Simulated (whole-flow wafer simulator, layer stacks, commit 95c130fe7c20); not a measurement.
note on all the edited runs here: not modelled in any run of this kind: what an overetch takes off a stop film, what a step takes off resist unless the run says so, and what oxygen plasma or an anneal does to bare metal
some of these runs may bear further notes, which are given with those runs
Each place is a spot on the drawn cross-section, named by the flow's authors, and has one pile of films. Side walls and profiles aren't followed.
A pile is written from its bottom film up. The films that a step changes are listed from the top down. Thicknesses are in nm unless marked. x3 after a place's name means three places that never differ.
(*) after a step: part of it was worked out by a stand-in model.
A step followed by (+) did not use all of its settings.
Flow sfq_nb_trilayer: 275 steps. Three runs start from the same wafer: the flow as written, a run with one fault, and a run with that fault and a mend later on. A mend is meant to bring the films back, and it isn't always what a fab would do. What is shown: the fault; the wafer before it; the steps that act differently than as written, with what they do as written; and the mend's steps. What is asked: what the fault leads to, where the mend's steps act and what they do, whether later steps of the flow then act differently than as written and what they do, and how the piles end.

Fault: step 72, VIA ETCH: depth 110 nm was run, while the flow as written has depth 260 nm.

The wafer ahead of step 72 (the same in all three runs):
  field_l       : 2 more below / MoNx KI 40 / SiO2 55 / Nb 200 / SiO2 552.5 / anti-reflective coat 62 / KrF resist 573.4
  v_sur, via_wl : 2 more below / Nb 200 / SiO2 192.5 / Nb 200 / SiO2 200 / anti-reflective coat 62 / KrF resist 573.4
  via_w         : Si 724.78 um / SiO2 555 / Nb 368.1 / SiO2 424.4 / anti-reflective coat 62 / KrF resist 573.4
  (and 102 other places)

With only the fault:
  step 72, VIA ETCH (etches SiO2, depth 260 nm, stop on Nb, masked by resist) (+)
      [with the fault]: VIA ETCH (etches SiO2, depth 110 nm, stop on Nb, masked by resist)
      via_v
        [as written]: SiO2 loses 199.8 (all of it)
        [with the fault]: SiO2 loses 110
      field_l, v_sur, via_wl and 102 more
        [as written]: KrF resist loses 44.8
        [with the fault]: KrF resist loses 19
  Later steps of the flow acting differently than as written (not shown: 4 more steps that differ only slightly, by at most 2% or 0.5 nm, whichever is larger):
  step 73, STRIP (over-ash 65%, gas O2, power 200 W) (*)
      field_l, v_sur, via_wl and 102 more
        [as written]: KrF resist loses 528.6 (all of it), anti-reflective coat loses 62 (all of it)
        [with the fault]: KrF resist loses 554.5 (all of it), anti-reflective coat loses 62 (all of it)
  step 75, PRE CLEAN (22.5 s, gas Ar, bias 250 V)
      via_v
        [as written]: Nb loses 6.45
        [with the fault]: SiO2 loses 7.5
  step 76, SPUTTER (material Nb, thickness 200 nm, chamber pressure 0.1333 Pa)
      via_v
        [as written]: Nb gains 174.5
        [with the fault]: Nb gains 192.2 (new film)
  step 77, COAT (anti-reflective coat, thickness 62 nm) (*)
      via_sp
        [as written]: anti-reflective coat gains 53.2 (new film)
        [with the fault]: anti-reflective coat gains 51.8 (new film)
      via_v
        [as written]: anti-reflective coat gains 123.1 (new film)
        [with the fault]: anti-reflective coat gains 107.7 (new film)
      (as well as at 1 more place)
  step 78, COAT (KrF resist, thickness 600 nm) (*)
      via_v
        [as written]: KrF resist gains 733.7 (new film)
        [with the fault]: KrF resist gains 656.3 (new film)
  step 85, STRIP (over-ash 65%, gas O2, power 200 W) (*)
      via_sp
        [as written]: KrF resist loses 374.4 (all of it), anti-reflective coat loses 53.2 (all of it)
        [with the fault]: KrF resist loses 382.6 (all of it), anti-reflective coat loses 51.8 (all of it)
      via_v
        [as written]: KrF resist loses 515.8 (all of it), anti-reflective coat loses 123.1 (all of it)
        [with the fault]: KrF resist loses 438.6 (all of it), anti-reflective coat loses 107.7 (all of it)
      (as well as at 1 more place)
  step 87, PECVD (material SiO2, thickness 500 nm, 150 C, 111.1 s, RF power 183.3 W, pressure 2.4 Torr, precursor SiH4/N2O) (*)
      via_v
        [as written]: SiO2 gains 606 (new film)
        [with the fault]: SiO2 gains 500 (new film)
  At via_v, the piles at the end differ from the flow's by more than 2% or 0.5 nm, whichever is larger.
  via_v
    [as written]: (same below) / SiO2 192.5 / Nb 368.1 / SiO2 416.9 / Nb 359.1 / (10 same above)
    [with the fault]: (same below) / SiO2 192.5 / Nb 200 / SiO2 82.3 / Nb 192.2 / SiO2 310.5 / Nb 359.1 / (10 same above)

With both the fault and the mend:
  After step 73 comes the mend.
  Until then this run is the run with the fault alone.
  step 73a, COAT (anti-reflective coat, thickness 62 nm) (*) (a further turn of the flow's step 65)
      p4_fl x3, p4_w1 x9, p4_g1 x2 and 63 more
        anti-reflective coat gains 62 (new film)
      c5j, ce_r, sp_r and 13 more
        anti-reflective coat gains 61.9 (new film)
      field_l, v_sur, gap, jj_sur, ce_l
        anti-reflective coat gains 61.8 (new film)
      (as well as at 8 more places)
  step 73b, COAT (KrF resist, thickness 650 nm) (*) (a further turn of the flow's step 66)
      p4_fl x3, p4_w1 x9, p4_g1 x2 and 63 more
        KrF resist gains 650 (new film)
      r_end, moat, field_r, lsp_l, ln_m5
        KrF resist gains 649.7 (new film)
      lsp_m, ln_m6, lsp_r, l0_sur, l0v
        KrF resist gains 649.8 (new film)
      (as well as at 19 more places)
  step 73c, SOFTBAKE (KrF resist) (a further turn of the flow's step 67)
      does not change any film at any place that is followed
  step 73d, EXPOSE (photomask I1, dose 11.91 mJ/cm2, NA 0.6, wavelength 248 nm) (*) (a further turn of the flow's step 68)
      does not change any film at any place that is followed
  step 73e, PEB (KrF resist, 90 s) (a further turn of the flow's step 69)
      via_sp, wire, jj_sur and 94 more
        KrF resist loses 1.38
      field_l, v_sur, via_wl, via_w, via_wr, be, be_sur, gap
        KrF resist loses 1.37
      via_v
        KrF resist loses 1.52
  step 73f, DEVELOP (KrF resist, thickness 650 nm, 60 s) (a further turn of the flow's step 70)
      field_l, v_sur, via_wl and 102 more
        KrF resist loses 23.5
      via_v
        KrF resist loses 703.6 (all of it)
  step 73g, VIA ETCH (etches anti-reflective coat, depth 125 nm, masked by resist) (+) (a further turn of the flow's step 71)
      field_l, v_sur, via_wl and 102 more
        KrF resist loses 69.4
      via_v
        anti-reflective coat loses 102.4 (all of it), SiO2 loses 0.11
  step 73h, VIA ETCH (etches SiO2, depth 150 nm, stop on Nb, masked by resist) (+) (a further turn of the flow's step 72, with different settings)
      field_l, v_sur, via_wl and 102 more
        KrF resist loses 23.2
      via_v
        SiO2 loses 89.7 (all of it)
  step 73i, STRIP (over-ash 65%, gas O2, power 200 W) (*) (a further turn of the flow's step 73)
      p4_fl x3, p4_w1 x9, p4_g1 x2 and 63 more
        KrF resist loses 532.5 (all of it), anti-reflective coat loses 62 (all of it)
      field_r, lsp_l, ln_m5, lsp_m, ln_m6, lsp_r, l0_sur, l0v
        KrF resist loses 532.2 (all of it), anti-reflective coat loses 61.9 (all of it)
      res, r_end, moat
        KrF resist loses 532.1 (all of it), anti-reflective coat loses 61.9 (all of it)
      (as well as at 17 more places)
  Later steps of the flow that are run all act as written at every place that is followed, up to a difference of at most 2% or 0.5 nm, whichever is larger.
  At the end the piles are close to the flow's at the places that both follow, differing by at most 2% or 0.5 nm, whichever is larger.
